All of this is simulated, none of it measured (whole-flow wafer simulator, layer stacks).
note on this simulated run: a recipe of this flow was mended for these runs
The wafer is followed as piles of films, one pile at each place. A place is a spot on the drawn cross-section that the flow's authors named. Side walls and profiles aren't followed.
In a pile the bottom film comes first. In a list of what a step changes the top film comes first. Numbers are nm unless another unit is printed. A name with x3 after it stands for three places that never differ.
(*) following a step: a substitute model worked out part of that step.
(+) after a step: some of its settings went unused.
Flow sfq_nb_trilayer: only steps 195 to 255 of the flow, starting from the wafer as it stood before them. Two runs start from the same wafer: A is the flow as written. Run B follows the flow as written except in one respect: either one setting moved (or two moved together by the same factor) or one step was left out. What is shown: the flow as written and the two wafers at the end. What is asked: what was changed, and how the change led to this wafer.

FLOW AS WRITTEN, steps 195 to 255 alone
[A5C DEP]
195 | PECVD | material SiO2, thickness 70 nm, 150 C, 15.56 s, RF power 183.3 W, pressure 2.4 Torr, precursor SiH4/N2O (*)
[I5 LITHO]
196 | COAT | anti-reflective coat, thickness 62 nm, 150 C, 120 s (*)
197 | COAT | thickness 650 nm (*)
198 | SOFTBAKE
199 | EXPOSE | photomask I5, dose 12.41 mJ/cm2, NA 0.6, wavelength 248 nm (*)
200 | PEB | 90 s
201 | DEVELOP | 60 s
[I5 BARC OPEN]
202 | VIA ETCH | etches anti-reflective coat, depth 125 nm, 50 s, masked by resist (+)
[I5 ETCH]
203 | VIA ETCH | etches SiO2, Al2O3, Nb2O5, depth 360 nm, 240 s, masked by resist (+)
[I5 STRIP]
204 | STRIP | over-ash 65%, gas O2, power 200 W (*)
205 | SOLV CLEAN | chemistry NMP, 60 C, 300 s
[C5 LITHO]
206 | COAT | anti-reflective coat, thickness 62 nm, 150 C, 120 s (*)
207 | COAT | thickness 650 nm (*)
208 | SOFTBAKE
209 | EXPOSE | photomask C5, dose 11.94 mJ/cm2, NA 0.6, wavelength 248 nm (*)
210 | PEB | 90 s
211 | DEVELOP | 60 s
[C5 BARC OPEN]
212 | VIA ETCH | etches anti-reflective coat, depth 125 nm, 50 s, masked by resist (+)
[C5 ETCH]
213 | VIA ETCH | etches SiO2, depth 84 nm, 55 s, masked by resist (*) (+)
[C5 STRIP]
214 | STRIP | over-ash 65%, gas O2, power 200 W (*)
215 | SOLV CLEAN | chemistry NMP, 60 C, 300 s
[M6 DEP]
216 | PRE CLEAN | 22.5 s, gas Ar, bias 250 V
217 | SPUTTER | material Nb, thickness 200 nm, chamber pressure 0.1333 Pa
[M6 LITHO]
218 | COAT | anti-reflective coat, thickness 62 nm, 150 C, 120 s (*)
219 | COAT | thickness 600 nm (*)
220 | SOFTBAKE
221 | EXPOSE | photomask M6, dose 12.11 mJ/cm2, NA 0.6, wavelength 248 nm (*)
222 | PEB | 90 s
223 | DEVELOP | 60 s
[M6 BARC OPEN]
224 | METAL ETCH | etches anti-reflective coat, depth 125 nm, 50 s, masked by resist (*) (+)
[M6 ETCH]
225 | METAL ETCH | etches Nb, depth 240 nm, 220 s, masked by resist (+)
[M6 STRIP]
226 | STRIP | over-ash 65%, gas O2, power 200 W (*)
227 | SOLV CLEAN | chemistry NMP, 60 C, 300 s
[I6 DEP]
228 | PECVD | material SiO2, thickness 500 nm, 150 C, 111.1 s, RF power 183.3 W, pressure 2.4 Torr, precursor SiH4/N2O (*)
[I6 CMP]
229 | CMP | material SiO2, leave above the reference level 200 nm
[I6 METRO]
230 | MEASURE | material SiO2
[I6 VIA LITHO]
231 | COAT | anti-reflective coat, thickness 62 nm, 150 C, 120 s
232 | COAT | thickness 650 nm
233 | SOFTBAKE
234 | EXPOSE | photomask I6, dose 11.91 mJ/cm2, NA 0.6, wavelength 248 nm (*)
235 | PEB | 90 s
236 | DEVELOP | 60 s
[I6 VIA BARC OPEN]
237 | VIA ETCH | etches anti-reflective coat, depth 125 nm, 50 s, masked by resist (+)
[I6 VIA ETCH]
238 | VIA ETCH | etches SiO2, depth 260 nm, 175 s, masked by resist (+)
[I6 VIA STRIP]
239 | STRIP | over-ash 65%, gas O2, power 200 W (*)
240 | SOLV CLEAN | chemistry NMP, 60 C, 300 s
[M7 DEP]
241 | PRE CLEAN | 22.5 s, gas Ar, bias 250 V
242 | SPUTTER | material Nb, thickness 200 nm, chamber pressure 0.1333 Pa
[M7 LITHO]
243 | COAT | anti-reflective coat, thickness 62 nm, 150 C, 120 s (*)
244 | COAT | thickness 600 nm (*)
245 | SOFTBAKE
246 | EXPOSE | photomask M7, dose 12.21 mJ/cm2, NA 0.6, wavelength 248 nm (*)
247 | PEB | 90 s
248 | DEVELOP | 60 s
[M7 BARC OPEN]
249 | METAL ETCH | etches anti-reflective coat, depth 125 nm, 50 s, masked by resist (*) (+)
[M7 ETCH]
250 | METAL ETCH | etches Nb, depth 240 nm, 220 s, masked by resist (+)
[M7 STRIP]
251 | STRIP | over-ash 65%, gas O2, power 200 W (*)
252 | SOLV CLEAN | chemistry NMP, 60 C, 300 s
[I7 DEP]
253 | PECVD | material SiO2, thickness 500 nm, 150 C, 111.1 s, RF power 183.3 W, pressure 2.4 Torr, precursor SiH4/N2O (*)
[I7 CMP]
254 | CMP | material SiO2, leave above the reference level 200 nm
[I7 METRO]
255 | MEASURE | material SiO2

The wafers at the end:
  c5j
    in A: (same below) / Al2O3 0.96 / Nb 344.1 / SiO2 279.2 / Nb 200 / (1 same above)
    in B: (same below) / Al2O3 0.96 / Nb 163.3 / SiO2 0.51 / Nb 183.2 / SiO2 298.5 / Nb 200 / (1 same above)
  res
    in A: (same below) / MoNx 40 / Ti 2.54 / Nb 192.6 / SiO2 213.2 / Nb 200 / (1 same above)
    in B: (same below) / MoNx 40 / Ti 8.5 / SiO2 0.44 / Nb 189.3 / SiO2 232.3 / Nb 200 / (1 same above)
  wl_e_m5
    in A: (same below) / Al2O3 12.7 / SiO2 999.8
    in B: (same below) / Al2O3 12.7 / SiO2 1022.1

The reason: step 195, PECVD: 20.51 s was run, though the flow has 15.56 s.

Step by step, how the change led to this:
  195 | PECVD | material SiO2, thickness 70 nm, 150 C, 15.56 s, RF power 183.3 W, pressure 2.4 Torr, precursor SiH4/N2O (*)
      field_l, v_sur, via_wl and 92 more: A SiO2 gains 70 | B SiO2 gains 92.3
      ce_l, c5j, ce_r and 8 more: A SiO2 gains 70 (new film) | B SiO2 gains 92.3 (new film)
  196 | COAT | anti-reflective coat, thickness 62 nm, 150 C, 120 s (*)
      r5r_line_l, r5r_line_c, r5r_line_r: A anti-reflective coat gains 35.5 (new film) | B anti-reflective coat gains 36.4 (new film)
  203 | VIA ETCH | etches SiO2, Al2O3, Nb2O5, depth 360 nm, 240 s, masked by resist (+)
      be: A SiO2 loses 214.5 (all of it), Al2O3 loses 12.7 (all of it), Nb2O5 loses 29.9 (all of it), Nb loses 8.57 | B SiO2 loses 236.8 (all of it), Al2O3 loses 12.7 (all of it), Nb2O5 loses 29.9 (all of it), Nb loses 6.71
  204 | STRIP | over-ash 65%, gas O2, power 200 W (*)
      r5r_line_l, r5r_line_c, r5r_line_r: A KrF-resist-other-grade loses 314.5 (all of it), anti-reflective coat loses 35.5 (all of it) | B KrF-resist-other-grade loses 314.5 (all of it), anti-reflective coat loses 36.4 (all of it)
  206 | COAT | anti-reflective coat, thickness 62 nm, 150 C, 120 s (*)
      r5r_line_l, r5r_line_c, r5r_line_r: A anti-reflective coat gains 35.5 (new film) | B anti-reflective coat gains 36.4 (new film)
      be: A anti-reflective coat gains 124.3 (new film) | B anti-reflective coat gains 127.5 (new film)
  213 | VIA ETCH | etches SiO2, depth 84 nm, 55 s, masked by resist (*) (+)
      c5j: A SiO2 loses 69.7 (all of it), Nb loses 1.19 | B SiO2 loses 84
      res: A SiO2 loses 69.7 (all of it), Ti loses 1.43 | B SiO2 loses 84
  214 | STRIP | over-ash 65%, gas O2, power 200 W (*)
      r5r_line_l, r5r_line_c, r5r_line_r: A KrF-resist-other-grade loses 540 (all of it), anti-reflective coat loses 35.5 (all of it) | B KrF-resist-other-grade loses 540.1 (all of it), anti-reflective coat loses 36.4 (all of it)
      be: A KrF-resist-other-grade loses 705.8 (all of it), anti-reflective coat loses 124.3 (all of it) | B KrF-resist-other-grade loses 720.4 (all of it), anti-reflective coat loses 127.5 (all of it)
  216 | PRE CLEAN | 22.5 s, gas Ar, bias 250 V
      c5j: A Nb loses 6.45 | B SiO2 loses 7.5
      res: A Ti loses 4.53 | B SiO2 loses 7.5
  217 | SPUTTER | material Nb, thickness 200 nm, chamber pressure 0.1333 Pa
      c5j: A Nb gains 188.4 | B Nb gains 183.2 (new film)
      be: A Nb gains 145.8 | B Nb gains 141.3
  218 | COAT | anti-reflective coat, thickness 62 nm, 150 C, 120 s (*)
      be: A anti-reflective coat gains 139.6 (new film) | B anti-reflective coat gains 143.2 (new film)
      jj_sur: A anti-reflective coat gains 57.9 (new film) | B anti-reflective coat gains 55.3 (new film)
      (and at 7 other places as well)
  219 | COAT | thickness 600 nm (*)
      be: A KrF-resist-other-grade gains 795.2 (new film) | B KrF-resist-other-grade gains 819.5 (new film)
  226 | STRIP | over-ash 65%, gas O2, power 200 W (*)
      be: A KrF-resist-other-grade loses 559.4 (all of it), anti-reflective coat loses 139.6 (all of it) | B KrF-resist-other-grade loses 583.6 (all of it), anti-reflective coat loses 143.2 (all of it)
      jj_sur: A KrF-resist-other-grade loses 361.7 (all of it), anti-reflective coat loses 57.9 (all of it) | B KrF-resist-other-grade loses 363.6 (all of it), anti-reflective coat loses 55.3 (all of it)
      (and at 7 other places as well)
  228 | PECVD | material SiO2, thickness 500 nm, 150 C, 111.1 s, RF power 183.3 W, pressure 2.4 Torr, precursor SiH4/N2O (*)
      be: A SiO2 gains 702 (new film) | B SiO2 gains 726.9 (new film)
      c5j: A SiO2 gains 514.7 (new film) | B SiO2 gains 534 (new film)
  229 | CMP | material SiO2, leave above the reference level 200 nm
      res: A SiO2 loses 279.3 | B SiO2 loses 260.2
Taking metal films that touch as one body, c5j has 5 bodies (between them, from the top down: SiO2 298.5; SiO2 0.51; Al2O3 0.96; SiO2 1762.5); the flow as written gives 4 bodies (between them, from the top down: SiO2 279.2; Al2O3 0.96; SiO2 1762.5).
Taking metal films that touch as one body, res has 4 bodies (between them, from the top down: SiO2 232.3; SiO2 0.44; SiO2 2090.9); the flow as written gives 3 bodies (between them, from the top down: SiO2 213.2; SiO2 2090.9).
